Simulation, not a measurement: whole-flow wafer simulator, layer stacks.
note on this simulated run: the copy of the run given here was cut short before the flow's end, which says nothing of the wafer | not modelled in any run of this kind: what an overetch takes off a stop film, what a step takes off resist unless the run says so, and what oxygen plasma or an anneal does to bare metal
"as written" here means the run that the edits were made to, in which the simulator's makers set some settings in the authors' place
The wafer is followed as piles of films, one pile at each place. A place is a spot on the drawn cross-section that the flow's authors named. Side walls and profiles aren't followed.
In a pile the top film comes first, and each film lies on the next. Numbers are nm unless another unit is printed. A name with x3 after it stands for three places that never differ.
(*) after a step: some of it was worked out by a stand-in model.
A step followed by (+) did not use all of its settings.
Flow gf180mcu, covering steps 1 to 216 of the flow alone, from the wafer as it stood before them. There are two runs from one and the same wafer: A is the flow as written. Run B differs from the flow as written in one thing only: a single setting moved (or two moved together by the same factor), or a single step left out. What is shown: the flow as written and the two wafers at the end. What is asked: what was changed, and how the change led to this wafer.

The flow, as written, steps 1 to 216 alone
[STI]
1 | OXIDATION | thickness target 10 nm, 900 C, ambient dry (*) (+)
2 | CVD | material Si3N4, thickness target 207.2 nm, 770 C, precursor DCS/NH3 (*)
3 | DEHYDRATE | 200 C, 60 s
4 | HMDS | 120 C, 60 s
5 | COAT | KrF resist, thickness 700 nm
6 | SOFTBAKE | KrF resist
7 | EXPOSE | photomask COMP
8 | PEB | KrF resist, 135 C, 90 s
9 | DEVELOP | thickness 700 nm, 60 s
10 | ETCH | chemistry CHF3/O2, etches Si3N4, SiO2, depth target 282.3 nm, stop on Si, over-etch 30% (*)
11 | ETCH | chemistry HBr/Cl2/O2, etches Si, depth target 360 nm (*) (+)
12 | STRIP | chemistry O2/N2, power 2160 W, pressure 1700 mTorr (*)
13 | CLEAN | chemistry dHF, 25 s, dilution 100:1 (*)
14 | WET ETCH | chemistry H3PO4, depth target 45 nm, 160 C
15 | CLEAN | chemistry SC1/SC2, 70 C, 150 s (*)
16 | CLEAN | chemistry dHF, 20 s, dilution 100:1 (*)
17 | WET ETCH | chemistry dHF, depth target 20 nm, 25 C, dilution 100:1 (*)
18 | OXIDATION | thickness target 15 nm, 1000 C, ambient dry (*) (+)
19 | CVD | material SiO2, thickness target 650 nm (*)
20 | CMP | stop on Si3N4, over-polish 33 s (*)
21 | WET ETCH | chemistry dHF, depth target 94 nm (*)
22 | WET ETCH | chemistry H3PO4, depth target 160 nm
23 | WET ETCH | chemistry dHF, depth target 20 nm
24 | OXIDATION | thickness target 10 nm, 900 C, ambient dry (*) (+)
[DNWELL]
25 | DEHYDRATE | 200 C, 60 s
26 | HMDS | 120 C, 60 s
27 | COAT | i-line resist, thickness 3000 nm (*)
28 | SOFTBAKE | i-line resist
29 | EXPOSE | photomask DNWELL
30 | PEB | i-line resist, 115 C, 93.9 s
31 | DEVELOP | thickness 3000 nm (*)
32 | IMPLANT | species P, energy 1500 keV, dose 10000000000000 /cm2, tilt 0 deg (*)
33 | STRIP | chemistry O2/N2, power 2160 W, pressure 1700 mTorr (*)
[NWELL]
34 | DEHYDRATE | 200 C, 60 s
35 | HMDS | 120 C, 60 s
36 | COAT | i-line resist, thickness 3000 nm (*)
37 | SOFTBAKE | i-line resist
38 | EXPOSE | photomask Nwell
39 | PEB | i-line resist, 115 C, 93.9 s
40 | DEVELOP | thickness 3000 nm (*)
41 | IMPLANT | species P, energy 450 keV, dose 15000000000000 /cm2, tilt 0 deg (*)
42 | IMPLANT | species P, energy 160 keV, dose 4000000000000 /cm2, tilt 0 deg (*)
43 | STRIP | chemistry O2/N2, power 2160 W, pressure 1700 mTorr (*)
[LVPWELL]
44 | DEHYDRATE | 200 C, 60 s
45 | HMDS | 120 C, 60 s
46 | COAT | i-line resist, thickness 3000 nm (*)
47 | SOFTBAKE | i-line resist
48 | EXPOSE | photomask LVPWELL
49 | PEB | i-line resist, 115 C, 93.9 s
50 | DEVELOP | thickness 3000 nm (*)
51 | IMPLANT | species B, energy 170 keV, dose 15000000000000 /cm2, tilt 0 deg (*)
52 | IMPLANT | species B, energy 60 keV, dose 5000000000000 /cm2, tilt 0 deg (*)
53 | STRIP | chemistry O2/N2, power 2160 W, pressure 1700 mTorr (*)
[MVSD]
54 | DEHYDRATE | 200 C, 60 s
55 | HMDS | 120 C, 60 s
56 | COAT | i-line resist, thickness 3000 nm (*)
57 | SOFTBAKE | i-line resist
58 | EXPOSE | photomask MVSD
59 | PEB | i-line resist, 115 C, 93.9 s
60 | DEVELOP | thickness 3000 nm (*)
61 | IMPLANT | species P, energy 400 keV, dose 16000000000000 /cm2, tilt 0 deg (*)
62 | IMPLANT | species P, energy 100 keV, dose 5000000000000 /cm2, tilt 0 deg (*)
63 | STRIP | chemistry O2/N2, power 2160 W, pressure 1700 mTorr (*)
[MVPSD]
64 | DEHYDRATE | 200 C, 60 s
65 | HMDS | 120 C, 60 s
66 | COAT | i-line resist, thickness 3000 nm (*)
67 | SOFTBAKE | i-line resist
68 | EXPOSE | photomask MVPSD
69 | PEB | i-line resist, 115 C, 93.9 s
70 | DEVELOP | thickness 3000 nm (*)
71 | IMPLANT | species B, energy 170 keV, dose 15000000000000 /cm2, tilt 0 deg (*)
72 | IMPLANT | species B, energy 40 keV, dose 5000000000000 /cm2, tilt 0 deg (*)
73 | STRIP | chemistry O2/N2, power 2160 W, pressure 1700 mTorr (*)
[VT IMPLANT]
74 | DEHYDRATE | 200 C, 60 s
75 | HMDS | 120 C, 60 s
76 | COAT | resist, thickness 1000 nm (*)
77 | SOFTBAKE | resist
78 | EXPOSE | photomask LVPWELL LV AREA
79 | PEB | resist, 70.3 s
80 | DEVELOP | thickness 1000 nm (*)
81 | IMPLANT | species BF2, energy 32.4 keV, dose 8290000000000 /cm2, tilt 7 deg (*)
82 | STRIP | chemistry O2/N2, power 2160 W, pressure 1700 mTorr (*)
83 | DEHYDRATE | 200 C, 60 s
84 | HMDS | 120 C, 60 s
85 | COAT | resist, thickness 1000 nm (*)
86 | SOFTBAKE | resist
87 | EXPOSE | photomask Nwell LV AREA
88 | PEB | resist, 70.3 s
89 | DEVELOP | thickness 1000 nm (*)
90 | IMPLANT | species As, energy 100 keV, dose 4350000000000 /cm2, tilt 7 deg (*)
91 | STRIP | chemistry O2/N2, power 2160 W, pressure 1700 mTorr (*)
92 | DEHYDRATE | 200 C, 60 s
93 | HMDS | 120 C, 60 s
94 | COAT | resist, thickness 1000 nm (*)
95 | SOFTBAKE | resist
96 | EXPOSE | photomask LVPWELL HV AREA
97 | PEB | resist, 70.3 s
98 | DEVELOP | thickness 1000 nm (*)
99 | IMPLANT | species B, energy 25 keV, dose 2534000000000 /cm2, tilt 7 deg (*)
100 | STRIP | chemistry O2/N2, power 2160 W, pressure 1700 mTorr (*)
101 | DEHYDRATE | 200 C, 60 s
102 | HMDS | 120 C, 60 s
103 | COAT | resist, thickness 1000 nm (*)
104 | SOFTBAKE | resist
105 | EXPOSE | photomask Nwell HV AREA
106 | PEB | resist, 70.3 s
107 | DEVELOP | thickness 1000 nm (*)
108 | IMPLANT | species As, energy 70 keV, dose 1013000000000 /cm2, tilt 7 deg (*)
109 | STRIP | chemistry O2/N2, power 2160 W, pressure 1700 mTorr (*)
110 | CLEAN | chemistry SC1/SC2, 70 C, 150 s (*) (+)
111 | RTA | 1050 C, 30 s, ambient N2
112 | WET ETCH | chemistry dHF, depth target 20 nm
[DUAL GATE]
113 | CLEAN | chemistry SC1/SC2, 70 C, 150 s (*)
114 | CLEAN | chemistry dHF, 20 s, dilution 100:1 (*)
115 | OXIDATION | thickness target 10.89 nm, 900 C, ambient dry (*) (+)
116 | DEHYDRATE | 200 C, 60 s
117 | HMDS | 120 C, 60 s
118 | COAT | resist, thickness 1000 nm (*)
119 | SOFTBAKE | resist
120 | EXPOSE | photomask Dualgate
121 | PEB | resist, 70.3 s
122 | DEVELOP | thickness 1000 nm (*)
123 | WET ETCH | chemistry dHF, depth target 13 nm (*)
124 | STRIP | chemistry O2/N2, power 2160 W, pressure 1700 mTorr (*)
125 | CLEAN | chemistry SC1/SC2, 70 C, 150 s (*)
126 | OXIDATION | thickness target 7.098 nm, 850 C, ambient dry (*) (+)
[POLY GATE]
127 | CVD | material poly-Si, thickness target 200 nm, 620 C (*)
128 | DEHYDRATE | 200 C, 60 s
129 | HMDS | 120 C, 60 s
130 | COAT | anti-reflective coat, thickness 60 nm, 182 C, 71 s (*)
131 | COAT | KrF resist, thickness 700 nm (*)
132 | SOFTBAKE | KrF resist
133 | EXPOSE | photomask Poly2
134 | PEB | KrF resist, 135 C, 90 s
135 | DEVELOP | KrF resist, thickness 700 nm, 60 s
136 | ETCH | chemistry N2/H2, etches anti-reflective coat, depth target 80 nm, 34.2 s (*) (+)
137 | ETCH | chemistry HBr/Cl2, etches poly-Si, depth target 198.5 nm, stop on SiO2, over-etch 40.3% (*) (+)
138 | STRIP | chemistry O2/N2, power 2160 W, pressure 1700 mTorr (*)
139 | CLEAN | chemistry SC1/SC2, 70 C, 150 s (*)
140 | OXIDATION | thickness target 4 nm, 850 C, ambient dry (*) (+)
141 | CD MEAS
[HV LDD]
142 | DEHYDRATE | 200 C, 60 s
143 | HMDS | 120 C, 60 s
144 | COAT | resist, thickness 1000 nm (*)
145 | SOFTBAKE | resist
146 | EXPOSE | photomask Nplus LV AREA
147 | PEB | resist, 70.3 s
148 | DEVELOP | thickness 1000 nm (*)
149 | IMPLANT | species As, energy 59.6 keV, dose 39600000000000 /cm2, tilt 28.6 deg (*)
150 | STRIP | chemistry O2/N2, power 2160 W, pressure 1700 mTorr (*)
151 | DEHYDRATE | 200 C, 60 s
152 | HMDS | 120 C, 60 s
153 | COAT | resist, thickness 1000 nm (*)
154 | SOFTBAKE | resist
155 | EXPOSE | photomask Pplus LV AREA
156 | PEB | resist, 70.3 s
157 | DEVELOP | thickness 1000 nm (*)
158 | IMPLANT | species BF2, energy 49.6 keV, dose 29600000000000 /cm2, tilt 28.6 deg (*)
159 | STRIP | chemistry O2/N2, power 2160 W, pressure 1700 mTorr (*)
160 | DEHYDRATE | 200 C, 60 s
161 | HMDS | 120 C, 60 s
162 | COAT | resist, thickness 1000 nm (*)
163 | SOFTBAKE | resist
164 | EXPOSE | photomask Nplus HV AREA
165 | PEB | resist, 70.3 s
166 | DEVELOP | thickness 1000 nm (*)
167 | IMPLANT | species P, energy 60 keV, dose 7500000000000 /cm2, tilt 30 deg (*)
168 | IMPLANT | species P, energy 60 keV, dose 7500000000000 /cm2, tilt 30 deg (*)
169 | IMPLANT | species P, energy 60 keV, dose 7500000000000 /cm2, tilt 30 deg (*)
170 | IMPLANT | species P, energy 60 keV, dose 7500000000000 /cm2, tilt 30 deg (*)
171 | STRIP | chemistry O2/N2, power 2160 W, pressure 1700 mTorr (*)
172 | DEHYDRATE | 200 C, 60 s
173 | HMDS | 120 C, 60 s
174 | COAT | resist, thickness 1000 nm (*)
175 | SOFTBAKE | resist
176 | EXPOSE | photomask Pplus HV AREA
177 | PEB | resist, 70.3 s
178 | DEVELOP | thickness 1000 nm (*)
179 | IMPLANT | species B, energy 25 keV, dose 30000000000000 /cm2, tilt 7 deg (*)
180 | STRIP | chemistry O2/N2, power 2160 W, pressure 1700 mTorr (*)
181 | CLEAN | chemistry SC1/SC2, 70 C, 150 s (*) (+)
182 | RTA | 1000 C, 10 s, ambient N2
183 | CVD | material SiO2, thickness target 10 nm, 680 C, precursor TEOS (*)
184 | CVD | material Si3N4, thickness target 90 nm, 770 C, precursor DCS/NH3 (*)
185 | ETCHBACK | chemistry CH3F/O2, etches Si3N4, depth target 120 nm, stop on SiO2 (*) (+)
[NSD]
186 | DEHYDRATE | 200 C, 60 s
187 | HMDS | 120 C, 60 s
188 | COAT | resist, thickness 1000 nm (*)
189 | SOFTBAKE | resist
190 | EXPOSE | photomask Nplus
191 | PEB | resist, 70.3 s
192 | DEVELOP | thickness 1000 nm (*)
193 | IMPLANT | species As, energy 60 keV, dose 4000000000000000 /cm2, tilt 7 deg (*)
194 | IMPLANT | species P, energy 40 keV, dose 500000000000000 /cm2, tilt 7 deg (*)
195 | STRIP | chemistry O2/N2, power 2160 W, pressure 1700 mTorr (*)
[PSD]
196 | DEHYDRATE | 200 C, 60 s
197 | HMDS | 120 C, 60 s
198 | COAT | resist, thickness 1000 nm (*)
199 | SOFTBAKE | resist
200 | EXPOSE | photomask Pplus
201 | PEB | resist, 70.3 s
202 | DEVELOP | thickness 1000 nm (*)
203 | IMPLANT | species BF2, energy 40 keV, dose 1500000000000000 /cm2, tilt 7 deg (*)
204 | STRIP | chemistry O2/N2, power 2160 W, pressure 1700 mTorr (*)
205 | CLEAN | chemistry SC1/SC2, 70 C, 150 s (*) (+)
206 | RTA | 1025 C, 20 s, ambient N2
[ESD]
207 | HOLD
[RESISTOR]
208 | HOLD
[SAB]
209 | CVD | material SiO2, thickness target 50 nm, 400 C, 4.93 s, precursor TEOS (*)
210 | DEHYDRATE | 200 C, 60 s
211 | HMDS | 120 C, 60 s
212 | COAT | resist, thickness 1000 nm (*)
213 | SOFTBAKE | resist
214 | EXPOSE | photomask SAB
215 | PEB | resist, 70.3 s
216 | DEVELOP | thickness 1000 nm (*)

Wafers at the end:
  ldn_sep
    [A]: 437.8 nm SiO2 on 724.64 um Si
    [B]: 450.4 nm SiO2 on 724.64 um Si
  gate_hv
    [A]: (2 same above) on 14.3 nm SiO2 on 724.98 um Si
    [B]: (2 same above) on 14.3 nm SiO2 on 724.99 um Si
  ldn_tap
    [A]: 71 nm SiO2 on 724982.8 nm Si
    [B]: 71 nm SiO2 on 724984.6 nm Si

The reason: step 112, WET ETCH: depth target 8.5 nm was run, whereas the flow has depth target 20 nm.

The path from the change to this, step by step:
  112 | WET ETCH | chemistry dHF, depth target 20 nm
      active, n_well, p_well and 40 more: A -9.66 SiO2 (all of it) | B -8.5 SiO2
      field, field__w2, field__w3 and 43 more: A -22 SiO2 | B -9.35 SiO2
  113 | CLEAN | chemistry SC1/SC2, 70 C, 150 s (*)
      active, n_well, p_well and 40 more: A +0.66 chemical SiO2 (new film), -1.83 Si | B -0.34 SiO2
  114 | CLEAN | chemistry dHF, 20 s, dilution 100:1 (*)
      active, n_well, p_well and 40 more: A -0.66 chemical SiO2 (all of it) | B -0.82 SiO2 (all of it)
  119 | SOFTBAKE | resist
      gate_p_hv: A +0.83 resist | B +1.39 resist
  130 | COAT | anti-reflective coat, thickness 60 nm, 182 C, 71 s (*)
      p_well, spacer, sd_n: A +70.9 anti-reflective coat (new film) | B +81.2 anti-reflective coat (new film)
      field: A +61.5 anti-reflective coat (new film) | B +58 anti-reflective coat (new film)
      (also at 70 further places)
  136 | ETCH | chemistry N2/H2, etches anti-reflective coat, depth target 80 nm, 34.2 s (*) (+)
      p_well, spacer, sd_n: A -70.9 anti-reflective coat (all of it), -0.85 poly-Si | B -81.2 anti-reflective coat (all of it), -0.58 poly-Si
      field: A -61.5 anti-reflective coat (all of it), -1.09 poly-Si | B -58 anti-reflective coat (all of it), -1.18 poly-Si
      (also at 49 further places)
  138 | STRIP | chemistry O2/N2, power 2160 W, pressure 1700 mTorr (*)
      gate: A +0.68 chemical SiO2 (new film), -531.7 KrF resist (all of it), -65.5 anti-reflective coat (all of it), -0.3 poly-Si | B +0.68 chemical SiO2 (new film), -532.3 KrF resist (all of it), -70.2 anti-reflective coat (all of it), -0.3 poly-Si
      gate_hv: A +0.68 chemical SiO2 (new film), -528.4 KrF resist (all of it), -61 anti-reflective coat (all of it), -0.3 poly-Si | B +0.68 chemical SiO2 (new film), -530.7 KrF resist (all of it), -62.7 anti-reflective coat (all of it), -0.3 poly-Si
      (also at 19 further places)
  145 | SOFTBAKE | resist
      gate_p_hv: A -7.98 resist | B -7.36 resist
  154 | SOFTBAKE | resist
      gate_p_hv: A -7.98 resist | B -7.36 resist
  163 | SOFTBAKE | resist
      gate_p_hv: A -7.98 resist | B -7.36 resist
  175 | SOFTBAKE | resist
      gate_p_hv: A -7.98 resist | B -7.36 resist
  189 | SOFTBAKE | resist
      active_hv: A +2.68 resist | B -0.39 resist
      active_nat: A +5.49 resist | B +9.29 resist
      (also at 1 further place)
  199 | SOFTBAKE | resist
      active_hv: A +2.68 resist | B -0.39 resist
      active_nat: A +5.49 resist | B +9.29 resist
      (also at 1 further place)
  209 | CVD | material SiO2, thickness target 50 nm, 400 C, 4.93 s, precursor TEOS (*)
      active: A +50 SiO2 | B +48.8 SiO2
      ld_drn_p: A +46 SiO2 | B +45 SiO2
  213 | SOFTBAKE | resist
      gate_p_hv: A -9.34 resist | B -8.76 resist
      ldn_ch: A -9.33 resist | B -8.81 resist
      (also at 2 further places)
